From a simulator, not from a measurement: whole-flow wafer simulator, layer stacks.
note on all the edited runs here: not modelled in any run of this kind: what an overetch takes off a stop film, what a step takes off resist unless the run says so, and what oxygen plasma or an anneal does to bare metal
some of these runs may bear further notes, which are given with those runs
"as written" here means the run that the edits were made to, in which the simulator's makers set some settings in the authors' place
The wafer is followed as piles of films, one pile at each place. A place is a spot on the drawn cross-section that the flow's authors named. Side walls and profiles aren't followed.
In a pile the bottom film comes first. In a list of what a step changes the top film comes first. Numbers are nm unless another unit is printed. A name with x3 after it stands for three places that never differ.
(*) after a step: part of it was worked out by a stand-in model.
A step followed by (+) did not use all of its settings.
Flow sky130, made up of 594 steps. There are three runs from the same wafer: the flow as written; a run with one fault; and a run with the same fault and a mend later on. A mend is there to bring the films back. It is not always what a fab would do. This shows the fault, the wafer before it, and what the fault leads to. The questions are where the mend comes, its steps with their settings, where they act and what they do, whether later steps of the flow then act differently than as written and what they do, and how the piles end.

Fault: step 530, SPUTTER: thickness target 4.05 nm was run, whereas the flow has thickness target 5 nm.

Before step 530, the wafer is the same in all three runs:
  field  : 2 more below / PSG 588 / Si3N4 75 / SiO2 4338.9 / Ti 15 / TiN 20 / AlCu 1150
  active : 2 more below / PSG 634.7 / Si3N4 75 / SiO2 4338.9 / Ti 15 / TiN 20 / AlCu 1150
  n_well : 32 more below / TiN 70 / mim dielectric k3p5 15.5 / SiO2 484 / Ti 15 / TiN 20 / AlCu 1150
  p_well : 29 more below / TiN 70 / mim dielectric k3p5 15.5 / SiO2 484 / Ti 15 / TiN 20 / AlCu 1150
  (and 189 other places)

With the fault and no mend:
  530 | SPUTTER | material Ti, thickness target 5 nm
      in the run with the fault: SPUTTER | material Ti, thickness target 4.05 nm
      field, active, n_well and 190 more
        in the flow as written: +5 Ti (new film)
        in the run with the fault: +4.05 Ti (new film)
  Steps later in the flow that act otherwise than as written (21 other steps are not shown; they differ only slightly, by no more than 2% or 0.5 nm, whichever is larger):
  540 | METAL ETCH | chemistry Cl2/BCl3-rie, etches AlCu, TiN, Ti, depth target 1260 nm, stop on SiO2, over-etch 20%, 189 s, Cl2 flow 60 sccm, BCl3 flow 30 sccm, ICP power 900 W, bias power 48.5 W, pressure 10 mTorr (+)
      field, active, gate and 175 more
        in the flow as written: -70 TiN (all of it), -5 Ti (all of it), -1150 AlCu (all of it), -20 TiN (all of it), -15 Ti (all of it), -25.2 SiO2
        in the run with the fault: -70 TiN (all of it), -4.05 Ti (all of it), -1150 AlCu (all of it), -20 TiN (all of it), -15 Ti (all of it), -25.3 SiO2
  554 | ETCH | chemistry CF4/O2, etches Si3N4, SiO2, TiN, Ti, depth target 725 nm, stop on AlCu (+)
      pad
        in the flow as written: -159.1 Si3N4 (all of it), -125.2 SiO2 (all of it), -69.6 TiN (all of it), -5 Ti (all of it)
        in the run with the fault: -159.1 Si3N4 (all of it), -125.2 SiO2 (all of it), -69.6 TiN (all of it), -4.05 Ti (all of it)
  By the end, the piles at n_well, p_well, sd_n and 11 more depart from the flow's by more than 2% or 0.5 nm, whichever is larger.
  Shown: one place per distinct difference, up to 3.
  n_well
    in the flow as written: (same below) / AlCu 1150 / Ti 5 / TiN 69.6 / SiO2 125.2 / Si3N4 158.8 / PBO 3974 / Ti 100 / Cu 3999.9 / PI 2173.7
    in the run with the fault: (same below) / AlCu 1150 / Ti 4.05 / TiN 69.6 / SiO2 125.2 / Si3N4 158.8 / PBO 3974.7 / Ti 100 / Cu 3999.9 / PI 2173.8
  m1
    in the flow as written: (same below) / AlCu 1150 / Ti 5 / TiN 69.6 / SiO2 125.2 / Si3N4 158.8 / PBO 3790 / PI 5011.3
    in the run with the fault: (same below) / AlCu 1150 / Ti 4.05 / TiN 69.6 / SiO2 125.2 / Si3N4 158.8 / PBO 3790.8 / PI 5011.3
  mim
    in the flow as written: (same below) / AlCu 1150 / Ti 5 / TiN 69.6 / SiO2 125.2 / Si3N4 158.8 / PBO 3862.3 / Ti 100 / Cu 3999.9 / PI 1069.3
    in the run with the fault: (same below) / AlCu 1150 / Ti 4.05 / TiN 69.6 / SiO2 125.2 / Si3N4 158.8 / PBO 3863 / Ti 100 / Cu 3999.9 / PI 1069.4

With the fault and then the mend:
  After step 530 comes the mend.
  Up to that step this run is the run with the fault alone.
  530a | SPUTTER | material Ti, thickness target 0.95 nm (*) (a further turn of the flow's step 530, with different settings)
      field, active, n_well and 190 more
        +0.95 Ti
  Every later step of the flow that is run acts as written at every place that is followed.
  By the end, the piles equal the flow's at every place that both follow.
